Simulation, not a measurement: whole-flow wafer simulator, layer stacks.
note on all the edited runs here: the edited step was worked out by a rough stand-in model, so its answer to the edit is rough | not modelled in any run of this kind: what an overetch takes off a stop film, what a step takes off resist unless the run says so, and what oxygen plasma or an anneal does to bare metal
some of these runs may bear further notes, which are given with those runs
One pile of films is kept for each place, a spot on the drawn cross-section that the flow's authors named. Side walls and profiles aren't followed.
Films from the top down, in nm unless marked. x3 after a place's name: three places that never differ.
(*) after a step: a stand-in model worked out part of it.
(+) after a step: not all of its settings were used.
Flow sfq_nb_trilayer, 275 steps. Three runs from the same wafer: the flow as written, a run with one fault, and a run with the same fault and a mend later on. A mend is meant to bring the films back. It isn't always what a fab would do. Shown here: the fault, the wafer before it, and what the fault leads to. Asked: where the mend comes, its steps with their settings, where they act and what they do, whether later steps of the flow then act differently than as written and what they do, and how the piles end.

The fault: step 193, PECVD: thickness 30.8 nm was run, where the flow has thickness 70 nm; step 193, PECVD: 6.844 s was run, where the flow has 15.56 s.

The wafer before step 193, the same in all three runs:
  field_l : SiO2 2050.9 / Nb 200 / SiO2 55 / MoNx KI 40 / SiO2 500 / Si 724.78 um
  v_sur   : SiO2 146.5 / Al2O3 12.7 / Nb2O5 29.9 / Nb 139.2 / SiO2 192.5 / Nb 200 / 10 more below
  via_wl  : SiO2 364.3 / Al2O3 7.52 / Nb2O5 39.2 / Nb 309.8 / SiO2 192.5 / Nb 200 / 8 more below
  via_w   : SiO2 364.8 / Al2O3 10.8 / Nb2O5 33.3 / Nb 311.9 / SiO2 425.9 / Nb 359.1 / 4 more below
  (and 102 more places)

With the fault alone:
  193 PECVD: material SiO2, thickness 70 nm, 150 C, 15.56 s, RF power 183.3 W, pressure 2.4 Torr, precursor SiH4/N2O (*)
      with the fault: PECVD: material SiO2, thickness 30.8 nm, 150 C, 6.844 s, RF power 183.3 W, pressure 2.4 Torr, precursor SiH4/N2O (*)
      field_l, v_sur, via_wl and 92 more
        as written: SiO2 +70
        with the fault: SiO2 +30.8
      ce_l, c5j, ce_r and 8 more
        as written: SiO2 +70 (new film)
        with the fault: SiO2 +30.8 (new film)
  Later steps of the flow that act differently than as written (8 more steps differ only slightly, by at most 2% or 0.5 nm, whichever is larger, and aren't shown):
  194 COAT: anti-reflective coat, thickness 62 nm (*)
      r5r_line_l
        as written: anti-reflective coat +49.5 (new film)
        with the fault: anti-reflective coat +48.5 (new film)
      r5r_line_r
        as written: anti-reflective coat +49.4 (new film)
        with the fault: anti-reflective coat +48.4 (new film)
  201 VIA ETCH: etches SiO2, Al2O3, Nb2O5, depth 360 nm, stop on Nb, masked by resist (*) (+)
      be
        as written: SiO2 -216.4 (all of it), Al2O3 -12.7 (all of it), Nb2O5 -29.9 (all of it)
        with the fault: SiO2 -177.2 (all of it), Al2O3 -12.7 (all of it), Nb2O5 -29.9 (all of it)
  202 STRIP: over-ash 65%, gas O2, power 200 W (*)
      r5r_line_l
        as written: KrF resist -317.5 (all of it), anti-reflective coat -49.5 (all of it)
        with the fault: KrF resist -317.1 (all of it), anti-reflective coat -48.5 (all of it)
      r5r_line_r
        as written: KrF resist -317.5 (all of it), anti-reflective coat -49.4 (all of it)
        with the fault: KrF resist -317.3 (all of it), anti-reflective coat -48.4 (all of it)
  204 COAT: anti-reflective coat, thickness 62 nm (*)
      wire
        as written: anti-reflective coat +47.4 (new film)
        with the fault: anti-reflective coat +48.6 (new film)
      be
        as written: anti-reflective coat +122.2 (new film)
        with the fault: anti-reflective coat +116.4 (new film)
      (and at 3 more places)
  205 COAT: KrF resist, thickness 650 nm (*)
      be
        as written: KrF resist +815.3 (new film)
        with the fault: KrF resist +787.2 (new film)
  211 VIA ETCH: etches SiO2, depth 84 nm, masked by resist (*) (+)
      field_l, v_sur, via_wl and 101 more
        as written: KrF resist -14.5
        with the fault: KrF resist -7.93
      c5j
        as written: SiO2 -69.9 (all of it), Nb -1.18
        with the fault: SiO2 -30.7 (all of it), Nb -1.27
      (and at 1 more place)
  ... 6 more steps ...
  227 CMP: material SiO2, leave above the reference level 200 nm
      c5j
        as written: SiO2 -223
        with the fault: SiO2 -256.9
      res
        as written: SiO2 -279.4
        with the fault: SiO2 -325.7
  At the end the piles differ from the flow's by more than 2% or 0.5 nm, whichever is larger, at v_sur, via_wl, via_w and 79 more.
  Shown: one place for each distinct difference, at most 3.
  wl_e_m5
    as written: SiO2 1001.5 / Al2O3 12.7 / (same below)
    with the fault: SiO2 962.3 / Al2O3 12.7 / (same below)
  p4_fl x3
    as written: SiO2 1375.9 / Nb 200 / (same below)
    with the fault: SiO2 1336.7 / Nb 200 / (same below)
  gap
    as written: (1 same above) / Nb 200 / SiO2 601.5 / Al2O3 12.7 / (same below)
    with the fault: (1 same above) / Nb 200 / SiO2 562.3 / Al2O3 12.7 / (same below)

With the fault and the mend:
  The mend comes after step 199.
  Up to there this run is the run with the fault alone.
  199a STRIP: over-ash 65%, gas O2, power 200 W (*)
      p4_fl x3, p4_w1 x9, p4_g1 x2 and 33 more
        KrF resist -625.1 (all of it), anti-reflective coat -62 (all of it)
      wl_b_m5, wl_b_sr, wl_c_sl and 12 more
        KrF resist -625 (all of it), anti-reflective coat -62 (all of it)
      v_sur, via_wl, via_w
        KrF resist -625.7 (all of it), anti-reflective coat -62.2 (all of it)
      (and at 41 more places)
  199b PECVD: material SiO2, thickness 39.2 nm, 150 C, 8.711 s, RF power 183.3 W, pressure 2.4 Torr, precursor SiH4/N2O (*) (the flow's step 193 once more, with other settings)
      field_l, v_sur, via_wl and 103 more
        SiO2 +39.2
  199c COAT: anti-reflective coat, thickness 62 nm (*) (the flow's step 194 once more)
      p4_fl x3, p4_w1 x9, p4_g1 x2 and 50 more
        anti-reflective coat +62 (new film)
      via_wr, via_sp, via_v, wire, lsp_r, l0_sur, l0v
        anti-reflective coat +62.3 (new film)
      be, be_sur, gap, lsp_m, ln_m6
        anti-reflective coat +62.4 (new film)
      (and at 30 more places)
  199d COAT: KrF resist, thickness 650 nm (*) (the flow's step 195 once more)
      p4_fl x3, p4_w1 x9, p4_g1 x2 and 33 more
        KrF resist +650 (new film)
      wl_b_m5, wl_b_sr, wl_c_sl and 12 more
        KrF resist +649.9 (new film)
      v_sur, via_wl, via_w
        KrF resist +650.6 (new film)
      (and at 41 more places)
  199e SOFTBAKE: KrF resist (the flow's step 196 once more)
      changes no film at any place that is followed
  199f EXPOSE: photomask I5, dose 12.41 mJ/cm2, NA 0.6, wavelength 248 nm (*) (the flow's step 197 once more)
      changes no film at any place that is followed
  199g PEB: KrF resist, 90 s (the flow's step 198 once more)
      field_l, v_sur, via_wl and 87 more
        KrF resist -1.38
      jj_sur, ce_l, sp_r, moat, field_r, wl_jj
        KrF resist -1.39
      be_r, r_sur, res, r_end
        KrF resist -1.33
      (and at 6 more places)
  199h DEVELOP: KrF resist, thickness 650 nm, 60 s (the flow's step 199 once more)
      field_l, v_sur, via_wl and 102 more
        KrF resist -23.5
      be
        KrF resist -649.8 (all of it)
  No later step of the flow acts differently than as written, at any place that is followed, by more than 2% or 0.5 nm, whichever is larger.
  At the end the piles are the same as the flow's at every place that both follow.
